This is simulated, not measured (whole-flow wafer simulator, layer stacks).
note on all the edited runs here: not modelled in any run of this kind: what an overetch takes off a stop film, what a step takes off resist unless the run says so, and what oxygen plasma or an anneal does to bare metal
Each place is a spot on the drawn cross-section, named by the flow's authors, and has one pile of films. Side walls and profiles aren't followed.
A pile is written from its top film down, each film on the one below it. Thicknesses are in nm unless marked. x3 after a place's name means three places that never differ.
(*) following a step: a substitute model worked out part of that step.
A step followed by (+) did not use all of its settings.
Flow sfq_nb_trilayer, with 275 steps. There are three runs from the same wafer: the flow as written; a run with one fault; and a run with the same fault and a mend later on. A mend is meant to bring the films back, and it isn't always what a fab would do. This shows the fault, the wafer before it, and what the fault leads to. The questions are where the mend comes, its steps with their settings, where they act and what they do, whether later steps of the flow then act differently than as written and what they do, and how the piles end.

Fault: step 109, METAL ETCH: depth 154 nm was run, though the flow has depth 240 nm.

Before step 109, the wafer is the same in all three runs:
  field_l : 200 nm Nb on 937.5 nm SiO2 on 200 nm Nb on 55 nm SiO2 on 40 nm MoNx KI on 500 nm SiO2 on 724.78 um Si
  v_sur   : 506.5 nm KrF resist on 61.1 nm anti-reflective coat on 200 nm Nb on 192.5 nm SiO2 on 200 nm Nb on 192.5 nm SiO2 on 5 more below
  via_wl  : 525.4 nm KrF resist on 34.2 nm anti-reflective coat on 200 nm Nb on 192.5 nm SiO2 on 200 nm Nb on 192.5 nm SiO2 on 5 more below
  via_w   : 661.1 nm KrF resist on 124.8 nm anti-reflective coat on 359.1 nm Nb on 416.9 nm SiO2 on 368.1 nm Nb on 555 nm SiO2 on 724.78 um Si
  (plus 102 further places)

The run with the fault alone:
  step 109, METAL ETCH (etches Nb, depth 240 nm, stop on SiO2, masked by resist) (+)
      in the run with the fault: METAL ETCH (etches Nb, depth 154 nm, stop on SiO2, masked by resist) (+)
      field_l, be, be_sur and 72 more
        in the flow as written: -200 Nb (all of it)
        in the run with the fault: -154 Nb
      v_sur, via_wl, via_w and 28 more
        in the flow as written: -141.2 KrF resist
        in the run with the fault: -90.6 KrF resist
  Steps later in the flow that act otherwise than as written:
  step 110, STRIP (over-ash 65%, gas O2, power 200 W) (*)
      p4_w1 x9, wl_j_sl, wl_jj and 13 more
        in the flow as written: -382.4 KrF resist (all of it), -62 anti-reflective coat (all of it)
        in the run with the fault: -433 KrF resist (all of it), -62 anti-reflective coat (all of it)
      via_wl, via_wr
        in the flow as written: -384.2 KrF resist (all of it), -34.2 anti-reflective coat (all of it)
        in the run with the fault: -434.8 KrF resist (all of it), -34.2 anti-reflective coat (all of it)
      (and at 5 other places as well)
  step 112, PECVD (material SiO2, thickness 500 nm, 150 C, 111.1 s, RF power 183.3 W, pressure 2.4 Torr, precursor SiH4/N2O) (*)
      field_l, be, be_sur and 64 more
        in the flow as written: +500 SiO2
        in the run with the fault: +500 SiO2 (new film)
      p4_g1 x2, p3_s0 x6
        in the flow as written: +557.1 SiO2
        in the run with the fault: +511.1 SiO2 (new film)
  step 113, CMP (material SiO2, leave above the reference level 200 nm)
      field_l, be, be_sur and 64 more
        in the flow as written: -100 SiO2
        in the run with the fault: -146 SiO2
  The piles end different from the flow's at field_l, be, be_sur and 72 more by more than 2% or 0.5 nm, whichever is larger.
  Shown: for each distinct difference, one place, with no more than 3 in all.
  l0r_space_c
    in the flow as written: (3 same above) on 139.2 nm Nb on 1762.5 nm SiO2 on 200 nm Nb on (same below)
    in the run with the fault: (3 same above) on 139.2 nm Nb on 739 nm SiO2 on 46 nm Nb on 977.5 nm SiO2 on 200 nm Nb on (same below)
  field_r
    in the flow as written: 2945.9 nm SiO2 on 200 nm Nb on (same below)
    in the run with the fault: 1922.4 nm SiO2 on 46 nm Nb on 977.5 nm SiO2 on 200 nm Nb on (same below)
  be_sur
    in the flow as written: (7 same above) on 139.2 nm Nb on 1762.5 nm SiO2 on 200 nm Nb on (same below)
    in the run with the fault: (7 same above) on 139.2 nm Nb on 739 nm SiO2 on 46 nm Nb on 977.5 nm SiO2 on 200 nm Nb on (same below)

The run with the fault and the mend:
  The mend follows step 109.
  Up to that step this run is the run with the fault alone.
  step 109a, METAL ETCH (etches Nb, depth 86 nm, stop on SiO2, masked by resist) (+) (the flow's step 109, run once more with other settings)
      field_l, be, be_sur and 72 more
        -46 Nb (all of it)
      v_sur, via_wl, via_w and 28 more
        -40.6 KrF resist
  Steps later in the flow that act otherwise than as written:
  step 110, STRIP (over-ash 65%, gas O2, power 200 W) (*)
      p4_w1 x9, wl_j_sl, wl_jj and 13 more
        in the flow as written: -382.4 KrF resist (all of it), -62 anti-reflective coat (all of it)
        in the run with the mend: -392.4 KrF resist (all of it), -62 anti-reflective coat (all of it)
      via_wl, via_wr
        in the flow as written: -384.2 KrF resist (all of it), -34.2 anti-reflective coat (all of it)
        in the run with the mend: -394.2 KrF resist (all of it), -34.2 anti-reflective coat (all of it)
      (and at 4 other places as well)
  By the end, the piles equal the flow's at every place that both follow.
